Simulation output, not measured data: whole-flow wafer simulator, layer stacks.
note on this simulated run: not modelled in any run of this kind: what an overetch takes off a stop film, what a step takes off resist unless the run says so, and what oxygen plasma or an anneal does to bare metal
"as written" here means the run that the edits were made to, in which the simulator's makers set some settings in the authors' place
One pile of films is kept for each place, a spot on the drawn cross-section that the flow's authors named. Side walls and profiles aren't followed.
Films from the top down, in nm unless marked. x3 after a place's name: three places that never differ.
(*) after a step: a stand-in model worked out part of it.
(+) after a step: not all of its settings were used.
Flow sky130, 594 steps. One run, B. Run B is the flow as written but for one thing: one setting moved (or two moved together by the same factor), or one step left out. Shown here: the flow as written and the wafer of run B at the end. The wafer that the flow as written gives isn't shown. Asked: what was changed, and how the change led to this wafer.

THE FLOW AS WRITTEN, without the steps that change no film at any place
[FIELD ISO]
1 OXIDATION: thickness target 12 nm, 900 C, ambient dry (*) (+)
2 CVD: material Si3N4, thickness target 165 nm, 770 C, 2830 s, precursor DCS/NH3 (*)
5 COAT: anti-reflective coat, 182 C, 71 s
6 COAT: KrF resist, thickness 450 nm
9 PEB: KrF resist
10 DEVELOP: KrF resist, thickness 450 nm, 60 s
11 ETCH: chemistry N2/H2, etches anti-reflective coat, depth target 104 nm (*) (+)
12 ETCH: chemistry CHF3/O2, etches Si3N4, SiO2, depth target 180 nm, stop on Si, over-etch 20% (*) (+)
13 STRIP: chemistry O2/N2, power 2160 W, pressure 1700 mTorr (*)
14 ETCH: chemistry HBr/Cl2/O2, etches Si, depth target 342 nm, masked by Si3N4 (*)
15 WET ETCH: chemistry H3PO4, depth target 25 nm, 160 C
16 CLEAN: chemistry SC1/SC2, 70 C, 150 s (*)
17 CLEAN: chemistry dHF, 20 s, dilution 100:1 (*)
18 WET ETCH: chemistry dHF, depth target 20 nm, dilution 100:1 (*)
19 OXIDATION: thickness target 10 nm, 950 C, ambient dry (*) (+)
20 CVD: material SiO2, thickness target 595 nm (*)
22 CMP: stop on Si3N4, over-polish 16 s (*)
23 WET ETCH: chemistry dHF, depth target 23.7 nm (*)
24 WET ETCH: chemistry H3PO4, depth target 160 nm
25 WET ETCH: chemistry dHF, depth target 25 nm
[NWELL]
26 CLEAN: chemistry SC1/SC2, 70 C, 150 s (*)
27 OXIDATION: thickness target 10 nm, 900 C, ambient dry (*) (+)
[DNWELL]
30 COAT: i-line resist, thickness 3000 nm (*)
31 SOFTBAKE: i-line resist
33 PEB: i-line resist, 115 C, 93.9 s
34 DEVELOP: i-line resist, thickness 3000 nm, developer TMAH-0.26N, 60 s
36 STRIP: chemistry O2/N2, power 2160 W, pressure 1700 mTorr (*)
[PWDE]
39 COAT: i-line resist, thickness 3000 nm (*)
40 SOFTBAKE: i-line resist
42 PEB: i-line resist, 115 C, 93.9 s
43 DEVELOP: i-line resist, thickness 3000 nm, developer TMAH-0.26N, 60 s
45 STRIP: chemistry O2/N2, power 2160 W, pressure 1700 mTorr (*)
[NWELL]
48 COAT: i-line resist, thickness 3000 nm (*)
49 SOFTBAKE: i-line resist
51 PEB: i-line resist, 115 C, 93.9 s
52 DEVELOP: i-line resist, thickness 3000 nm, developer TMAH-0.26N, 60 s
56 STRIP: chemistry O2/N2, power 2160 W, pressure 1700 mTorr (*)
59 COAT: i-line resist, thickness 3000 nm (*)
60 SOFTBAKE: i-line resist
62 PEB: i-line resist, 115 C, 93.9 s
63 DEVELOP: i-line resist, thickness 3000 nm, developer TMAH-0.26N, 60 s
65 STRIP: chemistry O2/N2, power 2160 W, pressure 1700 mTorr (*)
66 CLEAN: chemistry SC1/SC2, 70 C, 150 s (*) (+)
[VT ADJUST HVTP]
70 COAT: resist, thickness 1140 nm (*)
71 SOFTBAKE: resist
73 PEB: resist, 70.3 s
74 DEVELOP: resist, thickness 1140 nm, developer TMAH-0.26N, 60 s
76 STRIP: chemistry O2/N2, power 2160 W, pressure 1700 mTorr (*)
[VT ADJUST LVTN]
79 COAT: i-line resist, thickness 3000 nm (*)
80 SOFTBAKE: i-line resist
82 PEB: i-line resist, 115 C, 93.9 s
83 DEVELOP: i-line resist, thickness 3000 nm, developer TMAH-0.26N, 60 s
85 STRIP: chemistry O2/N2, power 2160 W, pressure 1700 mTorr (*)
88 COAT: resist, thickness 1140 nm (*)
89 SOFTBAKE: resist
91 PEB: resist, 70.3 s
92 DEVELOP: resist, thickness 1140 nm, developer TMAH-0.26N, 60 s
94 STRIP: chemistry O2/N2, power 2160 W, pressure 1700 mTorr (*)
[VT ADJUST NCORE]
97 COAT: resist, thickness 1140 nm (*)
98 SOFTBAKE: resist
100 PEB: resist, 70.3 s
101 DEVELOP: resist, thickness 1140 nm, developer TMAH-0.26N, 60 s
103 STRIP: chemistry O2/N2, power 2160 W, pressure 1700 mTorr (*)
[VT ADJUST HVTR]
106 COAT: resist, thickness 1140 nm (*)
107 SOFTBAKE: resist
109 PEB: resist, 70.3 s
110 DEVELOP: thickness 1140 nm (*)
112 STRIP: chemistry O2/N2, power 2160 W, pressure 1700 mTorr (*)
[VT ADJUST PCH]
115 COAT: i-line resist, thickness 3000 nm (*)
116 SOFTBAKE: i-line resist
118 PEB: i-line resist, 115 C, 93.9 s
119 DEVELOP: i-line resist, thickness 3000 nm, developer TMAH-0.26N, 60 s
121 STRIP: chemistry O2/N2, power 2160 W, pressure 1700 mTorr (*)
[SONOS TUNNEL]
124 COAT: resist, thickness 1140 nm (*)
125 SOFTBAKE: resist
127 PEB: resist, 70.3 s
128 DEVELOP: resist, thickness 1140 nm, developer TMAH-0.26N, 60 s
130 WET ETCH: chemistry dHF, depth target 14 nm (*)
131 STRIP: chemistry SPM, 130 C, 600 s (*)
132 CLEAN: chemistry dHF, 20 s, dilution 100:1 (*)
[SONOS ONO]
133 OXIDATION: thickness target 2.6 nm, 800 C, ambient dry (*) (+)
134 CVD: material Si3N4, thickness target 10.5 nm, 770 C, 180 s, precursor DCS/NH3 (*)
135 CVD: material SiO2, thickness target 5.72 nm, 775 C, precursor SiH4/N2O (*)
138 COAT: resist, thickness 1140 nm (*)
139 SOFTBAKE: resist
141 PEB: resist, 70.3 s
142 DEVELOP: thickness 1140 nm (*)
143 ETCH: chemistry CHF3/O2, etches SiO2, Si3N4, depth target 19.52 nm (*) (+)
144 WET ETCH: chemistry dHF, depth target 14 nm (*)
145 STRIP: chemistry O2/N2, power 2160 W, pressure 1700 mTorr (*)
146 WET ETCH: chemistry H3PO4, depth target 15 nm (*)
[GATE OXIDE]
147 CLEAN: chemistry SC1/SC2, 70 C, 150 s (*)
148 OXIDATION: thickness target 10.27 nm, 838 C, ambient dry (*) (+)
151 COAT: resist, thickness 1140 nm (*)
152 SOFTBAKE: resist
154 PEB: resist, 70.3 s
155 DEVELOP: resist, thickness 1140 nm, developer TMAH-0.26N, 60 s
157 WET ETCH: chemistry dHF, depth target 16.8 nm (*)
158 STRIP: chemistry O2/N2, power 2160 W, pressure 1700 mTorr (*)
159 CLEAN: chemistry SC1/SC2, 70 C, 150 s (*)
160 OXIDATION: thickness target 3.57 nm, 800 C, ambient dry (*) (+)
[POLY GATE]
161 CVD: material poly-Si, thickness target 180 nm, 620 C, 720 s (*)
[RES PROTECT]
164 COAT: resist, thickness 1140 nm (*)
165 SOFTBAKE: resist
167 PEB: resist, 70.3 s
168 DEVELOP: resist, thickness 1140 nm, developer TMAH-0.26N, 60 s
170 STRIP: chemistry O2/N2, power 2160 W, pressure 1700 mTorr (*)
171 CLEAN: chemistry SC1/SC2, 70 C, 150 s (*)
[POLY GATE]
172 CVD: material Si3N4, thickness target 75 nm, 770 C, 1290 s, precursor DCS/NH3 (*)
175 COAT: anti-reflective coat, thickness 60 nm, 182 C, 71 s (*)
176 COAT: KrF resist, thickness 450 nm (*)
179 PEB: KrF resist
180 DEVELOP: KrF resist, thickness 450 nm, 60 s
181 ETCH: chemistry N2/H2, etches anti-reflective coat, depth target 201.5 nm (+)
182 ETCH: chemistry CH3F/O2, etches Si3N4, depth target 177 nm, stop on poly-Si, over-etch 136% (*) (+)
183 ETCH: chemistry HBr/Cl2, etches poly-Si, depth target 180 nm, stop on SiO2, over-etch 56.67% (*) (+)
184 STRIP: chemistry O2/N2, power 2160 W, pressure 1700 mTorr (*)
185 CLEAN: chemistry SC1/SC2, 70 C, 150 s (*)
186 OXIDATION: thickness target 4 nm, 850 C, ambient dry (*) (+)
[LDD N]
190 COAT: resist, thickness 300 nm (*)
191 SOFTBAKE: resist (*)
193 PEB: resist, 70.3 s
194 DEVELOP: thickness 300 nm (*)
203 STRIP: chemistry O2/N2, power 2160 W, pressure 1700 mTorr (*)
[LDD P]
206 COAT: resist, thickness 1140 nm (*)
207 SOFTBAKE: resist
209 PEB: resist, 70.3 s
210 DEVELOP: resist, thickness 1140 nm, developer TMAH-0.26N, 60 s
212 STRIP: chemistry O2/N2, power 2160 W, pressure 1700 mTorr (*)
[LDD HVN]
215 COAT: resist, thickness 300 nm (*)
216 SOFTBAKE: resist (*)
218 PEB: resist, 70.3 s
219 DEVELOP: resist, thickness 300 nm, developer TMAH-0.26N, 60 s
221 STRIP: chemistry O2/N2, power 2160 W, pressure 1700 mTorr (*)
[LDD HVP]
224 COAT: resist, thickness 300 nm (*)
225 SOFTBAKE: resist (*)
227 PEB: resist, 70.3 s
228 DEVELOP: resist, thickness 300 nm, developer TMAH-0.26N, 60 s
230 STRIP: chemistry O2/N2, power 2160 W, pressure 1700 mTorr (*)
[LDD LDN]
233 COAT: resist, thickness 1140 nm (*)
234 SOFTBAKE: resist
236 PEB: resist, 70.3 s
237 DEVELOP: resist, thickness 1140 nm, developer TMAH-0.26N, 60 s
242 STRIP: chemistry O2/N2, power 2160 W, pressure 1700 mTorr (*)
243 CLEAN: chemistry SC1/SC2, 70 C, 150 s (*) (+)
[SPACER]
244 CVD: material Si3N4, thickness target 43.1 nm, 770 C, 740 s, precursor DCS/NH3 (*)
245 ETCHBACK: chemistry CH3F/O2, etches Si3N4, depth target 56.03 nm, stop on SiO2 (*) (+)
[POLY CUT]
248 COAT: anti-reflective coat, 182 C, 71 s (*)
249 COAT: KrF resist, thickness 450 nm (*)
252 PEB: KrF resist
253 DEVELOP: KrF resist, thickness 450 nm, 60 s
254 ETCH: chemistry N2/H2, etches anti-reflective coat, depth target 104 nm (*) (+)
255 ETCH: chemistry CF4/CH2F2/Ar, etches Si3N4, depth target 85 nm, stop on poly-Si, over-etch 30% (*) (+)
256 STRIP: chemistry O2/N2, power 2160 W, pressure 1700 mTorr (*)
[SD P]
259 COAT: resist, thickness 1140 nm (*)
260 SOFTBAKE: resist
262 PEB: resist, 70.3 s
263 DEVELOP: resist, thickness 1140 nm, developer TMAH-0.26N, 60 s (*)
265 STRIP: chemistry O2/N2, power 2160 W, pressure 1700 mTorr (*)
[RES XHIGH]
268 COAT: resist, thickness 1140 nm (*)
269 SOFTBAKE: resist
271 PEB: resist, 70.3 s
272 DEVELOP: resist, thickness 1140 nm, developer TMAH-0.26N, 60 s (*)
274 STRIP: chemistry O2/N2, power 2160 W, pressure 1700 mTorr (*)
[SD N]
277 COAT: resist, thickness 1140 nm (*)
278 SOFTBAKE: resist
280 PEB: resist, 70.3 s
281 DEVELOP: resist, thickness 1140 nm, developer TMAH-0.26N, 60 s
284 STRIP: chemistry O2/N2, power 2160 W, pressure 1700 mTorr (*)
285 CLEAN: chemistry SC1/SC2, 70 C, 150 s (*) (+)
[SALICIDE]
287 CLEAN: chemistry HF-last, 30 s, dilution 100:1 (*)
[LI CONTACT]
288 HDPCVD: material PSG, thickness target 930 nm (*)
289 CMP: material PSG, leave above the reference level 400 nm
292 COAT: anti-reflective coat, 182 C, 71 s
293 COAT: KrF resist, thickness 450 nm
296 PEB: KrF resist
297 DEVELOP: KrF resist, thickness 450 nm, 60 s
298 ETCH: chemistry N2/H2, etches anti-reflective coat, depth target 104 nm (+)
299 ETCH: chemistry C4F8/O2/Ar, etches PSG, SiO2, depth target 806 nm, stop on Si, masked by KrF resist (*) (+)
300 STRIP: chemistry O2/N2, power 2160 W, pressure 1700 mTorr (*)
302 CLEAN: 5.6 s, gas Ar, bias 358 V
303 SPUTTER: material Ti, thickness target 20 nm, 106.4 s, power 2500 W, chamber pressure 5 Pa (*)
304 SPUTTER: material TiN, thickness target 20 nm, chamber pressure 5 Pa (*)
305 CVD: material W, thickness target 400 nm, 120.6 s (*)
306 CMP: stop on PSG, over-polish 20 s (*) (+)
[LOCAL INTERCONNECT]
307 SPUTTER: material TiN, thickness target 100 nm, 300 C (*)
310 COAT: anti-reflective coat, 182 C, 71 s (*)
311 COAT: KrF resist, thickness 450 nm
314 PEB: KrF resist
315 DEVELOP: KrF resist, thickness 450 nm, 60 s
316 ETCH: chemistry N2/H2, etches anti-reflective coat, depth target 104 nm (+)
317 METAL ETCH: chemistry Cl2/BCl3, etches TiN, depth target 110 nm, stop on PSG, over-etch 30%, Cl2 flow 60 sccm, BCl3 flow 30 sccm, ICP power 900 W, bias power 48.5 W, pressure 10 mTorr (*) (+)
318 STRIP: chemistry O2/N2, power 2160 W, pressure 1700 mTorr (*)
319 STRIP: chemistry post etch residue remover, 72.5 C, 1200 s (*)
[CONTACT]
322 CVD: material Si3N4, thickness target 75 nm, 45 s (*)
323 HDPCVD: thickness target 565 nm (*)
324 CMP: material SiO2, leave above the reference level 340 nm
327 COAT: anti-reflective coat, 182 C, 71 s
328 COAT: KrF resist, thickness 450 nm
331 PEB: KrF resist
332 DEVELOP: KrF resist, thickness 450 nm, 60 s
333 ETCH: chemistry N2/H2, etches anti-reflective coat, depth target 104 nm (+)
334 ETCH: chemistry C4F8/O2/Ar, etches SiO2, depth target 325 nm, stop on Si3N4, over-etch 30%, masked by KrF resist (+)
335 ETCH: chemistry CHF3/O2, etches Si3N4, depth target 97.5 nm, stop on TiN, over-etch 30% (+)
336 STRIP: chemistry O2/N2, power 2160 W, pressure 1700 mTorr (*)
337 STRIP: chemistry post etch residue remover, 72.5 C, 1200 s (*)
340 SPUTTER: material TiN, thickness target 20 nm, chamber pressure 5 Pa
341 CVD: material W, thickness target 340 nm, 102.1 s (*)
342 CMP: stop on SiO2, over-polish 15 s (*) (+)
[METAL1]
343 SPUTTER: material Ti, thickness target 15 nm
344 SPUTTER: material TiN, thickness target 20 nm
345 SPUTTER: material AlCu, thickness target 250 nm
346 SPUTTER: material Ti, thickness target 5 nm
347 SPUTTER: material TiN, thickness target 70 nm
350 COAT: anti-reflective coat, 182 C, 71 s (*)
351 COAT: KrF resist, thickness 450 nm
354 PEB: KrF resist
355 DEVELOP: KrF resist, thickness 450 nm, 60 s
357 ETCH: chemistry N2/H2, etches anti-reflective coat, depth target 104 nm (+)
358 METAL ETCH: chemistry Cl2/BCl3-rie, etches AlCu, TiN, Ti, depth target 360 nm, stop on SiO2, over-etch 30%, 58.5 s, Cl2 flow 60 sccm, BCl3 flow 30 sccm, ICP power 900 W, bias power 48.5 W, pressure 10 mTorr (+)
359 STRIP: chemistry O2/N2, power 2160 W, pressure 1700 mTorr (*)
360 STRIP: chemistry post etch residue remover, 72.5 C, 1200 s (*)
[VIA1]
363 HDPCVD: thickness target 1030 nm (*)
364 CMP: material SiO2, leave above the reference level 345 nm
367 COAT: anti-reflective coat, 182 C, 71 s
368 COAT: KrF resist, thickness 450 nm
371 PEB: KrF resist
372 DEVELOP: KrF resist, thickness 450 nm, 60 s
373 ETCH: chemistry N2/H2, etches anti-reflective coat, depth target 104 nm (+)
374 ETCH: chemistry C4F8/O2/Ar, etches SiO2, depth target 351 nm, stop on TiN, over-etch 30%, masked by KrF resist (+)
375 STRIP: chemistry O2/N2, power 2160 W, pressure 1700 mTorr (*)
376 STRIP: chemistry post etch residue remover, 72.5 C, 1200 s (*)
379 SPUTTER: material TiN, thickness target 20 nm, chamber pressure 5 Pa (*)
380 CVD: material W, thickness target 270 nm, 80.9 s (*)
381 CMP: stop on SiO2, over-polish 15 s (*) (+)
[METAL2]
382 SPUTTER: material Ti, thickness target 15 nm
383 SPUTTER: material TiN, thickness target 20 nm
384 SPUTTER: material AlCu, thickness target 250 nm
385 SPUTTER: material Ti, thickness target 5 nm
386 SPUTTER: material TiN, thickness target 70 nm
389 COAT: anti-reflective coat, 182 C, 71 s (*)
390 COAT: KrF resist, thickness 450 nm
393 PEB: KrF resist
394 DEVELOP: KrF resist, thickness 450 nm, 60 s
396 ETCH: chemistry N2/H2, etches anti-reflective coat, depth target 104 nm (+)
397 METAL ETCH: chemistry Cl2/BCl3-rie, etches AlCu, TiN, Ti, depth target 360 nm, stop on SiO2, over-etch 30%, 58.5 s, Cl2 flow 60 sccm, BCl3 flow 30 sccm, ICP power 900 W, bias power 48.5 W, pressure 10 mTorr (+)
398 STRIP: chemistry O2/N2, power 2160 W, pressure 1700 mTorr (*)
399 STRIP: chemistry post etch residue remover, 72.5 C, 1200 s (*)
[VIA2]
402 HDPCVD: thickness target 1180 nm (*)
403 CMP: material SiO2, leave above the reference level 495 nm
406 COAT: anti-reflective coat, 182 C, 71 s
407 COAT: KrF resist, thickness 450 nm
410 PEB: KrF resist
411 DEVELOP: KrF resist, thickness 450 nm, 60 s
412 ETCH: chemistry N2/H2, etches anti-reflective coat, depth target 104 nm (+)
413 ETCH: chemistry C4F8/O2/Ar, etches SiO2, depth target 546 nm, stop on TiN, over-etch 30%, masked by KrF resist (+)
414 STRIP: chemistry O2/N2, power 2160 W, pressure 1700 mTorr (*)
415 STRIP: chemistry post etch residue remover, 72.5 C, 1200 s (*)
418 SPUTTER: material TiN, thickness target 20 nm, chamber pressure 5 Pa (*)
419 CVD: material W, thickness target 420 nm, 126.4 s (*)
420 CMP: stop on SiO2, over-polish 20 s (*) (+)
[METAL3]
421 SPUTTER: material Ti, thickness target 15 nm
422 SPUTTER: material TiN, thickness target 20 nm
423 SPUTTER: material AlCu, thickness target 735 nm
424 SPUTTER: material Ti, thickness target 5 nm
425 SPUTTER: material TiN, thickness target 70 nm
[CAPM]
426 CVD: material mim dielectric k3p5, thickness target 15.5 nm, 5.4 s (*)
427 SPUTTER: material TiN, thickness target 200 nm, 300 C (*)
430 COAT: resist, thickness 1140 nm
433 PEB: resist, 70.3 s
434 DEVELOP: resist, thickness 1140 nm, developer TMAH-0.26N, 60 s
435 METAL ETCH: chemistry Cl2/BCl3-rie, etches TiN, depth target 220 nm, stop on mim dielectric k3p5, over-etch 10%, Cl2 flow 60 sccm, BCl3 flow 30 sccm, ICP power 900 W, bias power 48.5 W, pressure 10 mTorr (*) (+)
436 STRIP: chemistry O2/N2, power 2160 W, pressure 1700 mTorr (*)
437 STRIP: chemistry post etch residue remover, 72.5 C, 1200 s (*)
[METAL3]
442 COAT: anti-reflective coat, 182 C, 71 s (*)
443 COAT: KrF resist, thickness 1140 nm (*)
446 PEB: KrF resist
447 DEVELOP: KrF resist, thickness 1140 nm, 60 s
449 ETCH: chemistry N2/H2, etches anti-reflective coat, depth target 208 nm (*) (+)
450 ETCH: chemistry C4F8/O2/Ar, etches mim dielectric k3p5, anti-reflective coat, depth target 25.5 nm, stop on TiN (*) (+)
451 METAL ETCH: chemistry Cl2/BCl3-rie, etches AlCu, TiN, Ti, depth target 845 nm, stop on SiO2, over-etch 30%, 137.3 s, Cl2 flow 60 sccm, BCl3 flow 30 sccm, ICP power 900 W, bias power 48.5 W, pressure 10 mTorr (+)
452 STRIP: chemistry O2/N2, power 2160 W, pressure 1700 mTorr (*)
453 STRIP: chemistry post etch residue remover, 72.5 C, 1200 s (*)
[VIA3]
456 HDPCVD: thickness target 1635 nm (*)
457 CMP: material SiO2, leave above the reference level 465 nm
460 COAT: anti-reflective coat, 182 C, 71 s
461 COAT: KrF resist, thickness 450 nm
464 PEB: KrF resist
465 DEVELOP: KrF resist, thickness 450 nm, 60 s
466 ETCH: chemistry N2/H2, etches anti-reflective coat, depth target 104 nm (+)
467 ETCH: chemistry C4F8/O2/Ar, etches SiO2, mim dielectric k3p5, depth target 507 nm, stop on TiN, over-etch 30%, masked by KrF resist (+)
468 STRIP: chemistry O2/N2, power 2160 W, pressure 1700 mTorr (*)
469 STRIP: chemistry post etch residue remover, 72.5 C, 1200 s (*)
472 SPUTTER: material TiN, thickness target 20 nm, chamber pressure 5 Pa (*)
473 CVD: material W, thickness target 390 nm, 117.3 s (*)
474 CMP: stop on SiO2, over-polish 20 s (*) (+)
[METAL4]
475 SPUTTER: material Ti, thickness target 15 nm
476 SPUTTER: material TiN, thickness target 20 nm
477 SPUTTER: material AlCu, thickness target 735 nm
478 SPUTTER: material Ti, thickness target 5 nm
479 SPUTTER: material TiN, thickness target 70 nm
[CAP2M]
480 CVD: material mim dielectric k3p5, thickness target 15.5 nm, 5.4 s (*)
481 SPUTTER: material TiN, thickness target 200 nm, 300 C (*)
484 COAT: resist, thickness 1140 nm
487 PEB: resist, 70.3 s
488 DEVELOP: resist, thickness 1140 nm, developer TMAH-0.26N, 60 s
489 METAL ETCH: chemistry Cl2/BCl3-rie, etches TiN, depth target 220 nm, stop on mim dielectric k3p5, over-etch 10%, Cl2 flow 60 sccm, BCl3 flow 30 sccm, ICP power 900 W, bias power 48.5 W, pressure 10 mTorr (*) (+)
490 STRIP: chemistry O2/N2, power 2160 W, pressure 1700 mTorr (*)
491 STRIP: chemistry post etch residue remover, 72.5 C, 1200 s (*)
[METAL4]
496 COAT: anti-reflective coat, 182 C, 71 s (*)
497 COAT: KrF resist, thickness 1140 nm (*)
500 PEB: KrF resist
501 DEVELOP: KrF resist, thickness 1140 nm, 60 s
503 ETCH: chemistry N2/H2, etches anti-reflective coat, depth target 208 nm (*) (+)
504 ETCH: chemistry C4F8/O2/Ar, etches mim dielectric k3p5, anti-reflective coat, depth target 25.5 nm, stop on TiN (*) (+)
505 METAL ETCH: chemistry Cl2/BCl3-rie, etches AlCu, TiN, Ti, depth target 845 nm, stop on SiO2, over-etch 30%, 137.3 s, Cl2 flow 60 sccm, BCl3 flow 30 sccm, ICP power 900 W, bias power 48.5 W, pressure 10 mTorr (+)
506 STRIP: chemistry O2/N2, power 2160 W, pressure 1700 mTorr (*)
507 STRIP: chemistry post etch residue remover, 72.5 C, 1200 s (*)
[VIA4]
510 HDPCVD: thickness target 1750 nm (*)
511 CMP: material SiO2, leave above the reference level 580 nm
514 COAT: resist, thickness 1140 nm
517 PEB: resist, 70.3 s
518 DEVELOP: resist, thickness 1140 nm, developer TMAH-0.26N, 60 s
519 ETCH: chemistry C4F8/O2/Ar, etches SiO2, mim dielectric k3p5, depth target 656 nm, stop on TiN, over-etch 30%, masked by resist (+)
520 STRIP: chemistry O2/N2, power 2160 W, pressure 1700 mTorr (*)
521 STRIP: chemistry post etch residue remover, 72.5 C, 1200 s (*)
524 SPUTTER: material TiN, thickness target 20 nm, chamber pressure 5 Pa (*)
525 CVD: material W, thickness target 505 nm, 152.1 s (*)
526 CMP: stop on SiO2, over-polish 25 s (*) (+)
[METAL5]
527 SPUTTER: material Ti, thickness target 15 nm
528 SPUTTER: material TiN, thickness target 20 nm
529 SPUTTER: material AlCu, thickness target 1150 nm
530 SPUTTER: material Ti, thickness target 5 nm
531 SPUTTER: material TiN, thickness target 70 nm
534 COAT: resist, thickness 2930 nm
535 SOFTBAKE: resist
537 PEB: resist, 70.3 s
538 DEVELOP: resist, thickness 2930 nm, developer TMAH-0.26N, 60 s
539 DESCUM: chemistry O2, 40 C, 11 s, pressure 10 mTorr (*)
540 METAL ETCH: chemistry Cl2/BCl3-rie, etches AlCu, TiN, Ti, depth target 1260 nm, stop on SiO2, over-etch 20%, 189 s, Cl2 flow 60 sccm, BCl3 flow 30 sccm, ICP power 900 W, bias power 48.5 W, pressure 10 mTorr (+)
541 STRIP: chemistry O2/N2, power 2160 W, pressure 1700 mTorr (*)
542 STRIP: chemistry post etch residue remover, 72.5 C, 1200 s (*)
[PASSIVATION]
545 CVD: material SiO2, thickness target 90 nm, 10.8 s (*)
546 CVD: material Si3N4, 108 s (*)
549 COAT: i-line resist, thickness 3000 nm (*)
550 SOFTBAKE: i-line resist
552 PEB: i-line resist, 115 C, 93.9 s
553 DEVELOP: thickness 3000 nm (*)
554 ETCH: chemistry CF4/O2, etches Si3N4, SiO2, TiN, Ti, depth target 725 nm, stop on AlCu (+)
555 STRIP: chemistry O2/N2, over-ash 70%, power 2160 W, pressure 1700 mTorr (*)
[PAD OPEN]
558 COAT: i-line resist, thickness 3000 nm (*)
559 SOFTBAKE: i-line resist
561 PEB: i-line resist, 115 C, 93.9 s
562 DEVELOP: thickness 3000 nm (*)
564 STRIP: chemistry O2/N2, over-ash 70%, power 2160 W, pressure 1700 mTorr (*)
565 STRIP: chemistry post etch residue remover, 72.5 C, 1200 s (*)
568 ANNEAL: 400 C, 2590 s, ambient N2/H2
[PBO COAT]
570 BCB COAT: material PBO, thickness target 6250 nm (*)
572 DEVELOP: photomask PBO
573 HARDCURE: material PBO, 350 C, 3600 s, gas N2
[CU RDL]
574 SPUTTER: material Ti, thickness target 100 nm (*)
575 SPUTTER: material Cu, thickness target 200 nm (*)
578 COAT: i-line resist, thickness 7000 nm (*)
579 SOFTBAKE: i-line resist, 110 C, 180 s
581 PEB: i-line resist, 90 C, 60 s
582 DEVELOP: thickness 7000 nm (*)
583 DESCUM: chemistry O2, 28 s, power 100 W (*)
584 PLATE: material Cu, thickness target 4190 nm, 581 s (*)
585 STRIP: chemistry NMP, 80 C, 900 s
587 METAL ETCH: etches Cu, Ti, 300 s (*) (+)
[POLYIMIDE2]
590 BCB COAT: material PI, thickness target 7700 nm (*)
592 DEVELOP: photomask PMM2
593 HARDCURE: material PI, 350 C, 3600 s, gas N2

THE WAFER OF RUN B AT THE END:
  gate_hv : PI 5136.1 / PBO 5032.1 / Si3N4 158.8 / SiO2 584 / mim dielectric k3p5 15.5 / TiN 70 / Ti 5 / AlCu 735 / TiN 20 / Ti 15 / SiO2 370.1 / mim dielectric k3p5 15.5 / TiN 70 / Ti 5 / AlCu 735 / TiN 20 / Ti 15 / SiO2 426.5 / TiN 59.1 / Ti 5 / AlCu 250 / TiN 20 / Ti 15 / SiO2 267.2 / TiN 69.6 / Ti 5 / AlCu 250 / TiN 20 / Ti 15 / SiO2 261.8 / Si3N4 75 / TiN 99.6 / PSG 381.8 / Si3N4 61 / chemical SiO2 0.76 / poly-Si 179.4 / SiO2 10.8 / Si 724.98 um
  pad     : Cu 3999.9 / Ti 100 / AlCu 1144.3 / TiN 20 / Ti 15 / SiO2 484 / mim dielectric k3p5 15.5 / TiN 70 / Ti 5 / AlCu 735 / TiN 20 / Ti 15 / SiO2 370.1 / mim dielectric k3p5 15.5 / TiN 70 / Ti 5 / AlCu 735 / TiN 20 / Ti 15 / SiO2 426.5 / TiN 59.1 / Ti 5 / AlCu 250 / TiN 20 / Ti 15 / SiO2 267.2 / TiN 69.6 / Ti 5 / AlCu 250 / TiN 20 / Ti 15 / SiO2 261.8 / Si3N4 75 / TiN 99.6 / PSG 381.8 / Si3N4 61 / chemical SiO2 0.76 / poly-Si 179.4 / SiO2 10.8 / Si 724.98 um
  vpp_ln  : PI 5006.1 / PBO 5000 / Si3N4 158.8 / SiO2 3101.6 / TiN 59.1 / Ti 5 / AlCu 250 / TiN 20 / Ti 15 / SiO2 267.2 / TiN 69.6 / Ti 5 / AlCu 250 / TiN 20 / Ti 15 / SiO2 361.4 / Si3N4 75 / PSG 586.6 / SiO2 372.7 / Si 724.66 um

The cause: step 386, SPUTTER: thickness target 59.5 nm was run, where the flow has thickness target 70 nm.

How the change led to this, step by step:
  386 SPUTTER: material TiN, thickness target 70 nm
      field, active, n_well and 188 more: TiN +59.5 (new film) (as written it would be: TiN +70 (new film))
  397 METAL ETCH: chemistry Cl2/BCl3-rie, etches AlCu, TiN, Ti, depth target 360 nm, stop on SiO2, over-etch 30%, 58.5 s, Cl2 flow 60 sccm, BCl3 flow 30 sccm, ICP power 900 W, bias power 48.5 W, pressure 10 mTorr (+)
      field, active, gate and 82 more: TiN -58.2 (all of it), Ti -5 (all of it), AlCu -250 (all of it), TiN -20 (all of it), Ti -15 (all of it), SiO2 -12 (as written it would be: TiN -68.7 (all of it), Ti -5 (all of it), AlCu -250 (all of it), TiN -20 (all of it), Ti -15 (all of it), SiO2 -10.9)
  413 ETCH: chemistry C4F8/O2/Ar, etches SiO2, depth target 546 nm, stop on TiN, over-etch 30%, masked by KrF resist (+)
      m1: SiO2 -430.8 (all of it) (as written it would be: SiO2 -420.3 (all of it))
      via2_hole: SiO2 -430.3 (all of it) (as written it would be: SiO2 -419.8 (all of it))
